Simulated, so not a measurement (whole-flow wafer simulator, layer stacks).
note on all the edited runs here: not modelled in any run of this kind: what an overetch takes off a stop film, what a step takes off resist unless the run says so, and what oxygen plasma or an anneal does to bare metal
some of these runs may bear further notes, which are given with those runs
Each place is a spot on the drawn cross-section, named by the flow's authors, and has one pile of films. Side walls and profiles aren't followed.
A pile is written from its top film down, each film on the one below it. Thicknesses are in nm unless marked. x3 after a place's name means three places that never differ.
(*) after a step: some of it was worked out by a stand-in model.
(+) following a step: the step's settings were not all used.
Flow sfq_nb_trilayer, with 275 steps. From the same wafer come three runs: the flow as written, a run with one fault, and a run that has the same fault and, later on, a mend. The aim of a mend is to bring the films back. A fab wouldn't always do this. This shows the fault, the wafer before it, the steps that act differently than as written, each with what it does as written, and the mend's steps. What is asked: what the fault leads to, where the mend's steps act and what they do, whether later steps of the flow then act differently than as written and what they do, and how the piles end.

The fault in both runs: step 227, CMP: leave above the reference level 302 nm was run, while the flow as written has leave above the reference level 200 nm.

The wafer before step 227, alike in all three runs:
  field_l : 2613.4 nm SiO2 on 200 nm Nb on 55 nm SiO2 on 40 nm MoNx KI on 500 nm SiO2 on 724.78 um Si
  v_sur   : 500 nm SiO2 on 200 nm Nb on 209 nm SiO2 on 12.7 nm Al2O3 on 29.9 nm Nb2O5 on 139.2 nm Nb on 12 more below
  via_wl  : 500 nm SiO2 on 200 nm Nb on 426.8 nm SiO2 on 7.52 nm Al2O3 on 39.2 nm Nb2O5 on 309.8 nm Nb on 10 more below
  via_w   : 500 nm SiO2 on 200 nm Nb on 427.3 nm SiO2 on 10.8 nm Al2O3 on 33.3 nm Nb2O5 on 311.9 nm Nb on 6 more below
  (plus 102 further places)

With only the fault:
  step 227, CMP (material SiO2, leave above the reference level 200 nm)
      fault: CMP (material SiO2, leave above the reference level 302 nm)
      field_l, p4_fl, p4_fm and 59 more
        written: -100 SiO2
        fault: nothing
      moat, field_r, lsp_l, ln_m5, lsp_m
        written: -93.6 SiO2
        fault: nothing
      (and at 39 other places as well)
  Later steps of the flow acting differently than as written (6 more steps, not shown, differ only slightly: by at most 2% or 0.5 nm, whichever is larger):
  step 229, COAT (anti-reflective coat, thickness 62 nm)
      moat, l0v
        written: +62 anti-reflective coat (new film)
        fault: +63.5 anti-reflective coat (new film)
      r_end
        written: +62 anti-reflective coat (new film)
        fault: +60.4 anti-reflective coat (new film)
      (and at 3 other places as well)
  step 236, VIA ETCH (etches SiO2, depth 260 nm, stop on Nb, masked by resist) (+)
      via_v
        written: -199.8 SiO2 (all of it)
        fault: -260 SiO2
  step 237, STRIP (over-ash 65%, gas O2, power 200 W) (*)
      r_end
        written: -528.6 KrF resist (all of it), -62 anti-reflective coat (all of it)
        fault: -527.4 KrF resist (all of it), -60.4 anti-reflective coat (all of it)
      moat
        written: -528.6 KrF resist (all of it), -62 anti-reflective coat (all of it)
        fault: -531.4 KrF resist (all of it), -63.5 anti-reflective coat (all of it)
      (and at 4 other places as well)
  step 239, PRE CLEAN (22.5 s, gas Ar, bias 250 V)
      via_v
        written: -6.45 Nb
        fault: -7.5 SiO2
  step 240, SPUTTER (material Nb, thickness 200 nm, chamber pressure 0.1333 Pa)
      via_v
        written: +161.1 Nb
        fault: +146.9 Nb (new film)
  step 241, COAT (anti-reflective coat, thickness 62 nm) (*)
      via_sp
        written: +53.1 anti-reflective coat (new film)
        fault: +49.8 anti-reflective coat (new film)
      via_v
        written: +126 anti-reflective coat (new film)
        fault: +129.1 anti-reflective coat (new film)
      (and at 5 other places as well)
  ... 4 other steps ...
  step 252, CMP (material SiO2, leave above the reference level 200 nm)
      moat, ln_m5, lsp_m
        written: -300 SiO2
        fault: -291.6 SiO2
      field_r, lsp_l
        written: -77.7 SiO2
        fault: -69.3 SiO2
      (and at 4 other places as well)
  By the end, the piles at field_l, v_sur, via_wl and 103 more depart from the flow's by more than 2% or 0.5 nm, whichever is larger.
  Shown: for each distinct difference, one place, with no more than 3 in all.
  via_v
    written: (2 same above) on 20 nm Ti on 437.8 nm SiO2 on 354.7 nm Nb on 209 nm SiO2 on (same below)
    fault: (2 same above) on 20 nm Ti on 513.3 nm SiO2 on 146.9 nm Nb on 34.3 nm SiO2 on 200 nm Nb on 209 nm SiO2 on (same below)
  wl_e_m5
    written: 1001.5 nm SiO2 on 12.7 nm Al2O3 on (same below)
    fault: 1103.5 nm SiO2 on 12.7 nm Al2O3 on (same below)
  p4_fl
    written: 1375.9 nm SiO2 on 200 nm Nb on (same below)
    fault: 1477.9 nm SiO2 on 200 nm Nb on (same below)

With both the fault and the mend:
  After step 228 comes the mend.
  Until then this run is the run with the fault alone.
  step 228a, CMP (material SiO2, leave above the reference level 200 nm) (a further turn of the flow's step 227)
      field_l, p4_fl, p4_fm and 59 more
        -100 SiO2
      v_sur, via_wl, via_w and 33 more
        -102 SiO2
      moat, field_r, lsp_l, ln_m5, lsp_m
        -93.6 SiO2
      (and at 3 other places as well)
  Later steps of the flow that are run all act as written at every place that is followed.
  At every place that both follow, the piles at the end match the flow's.
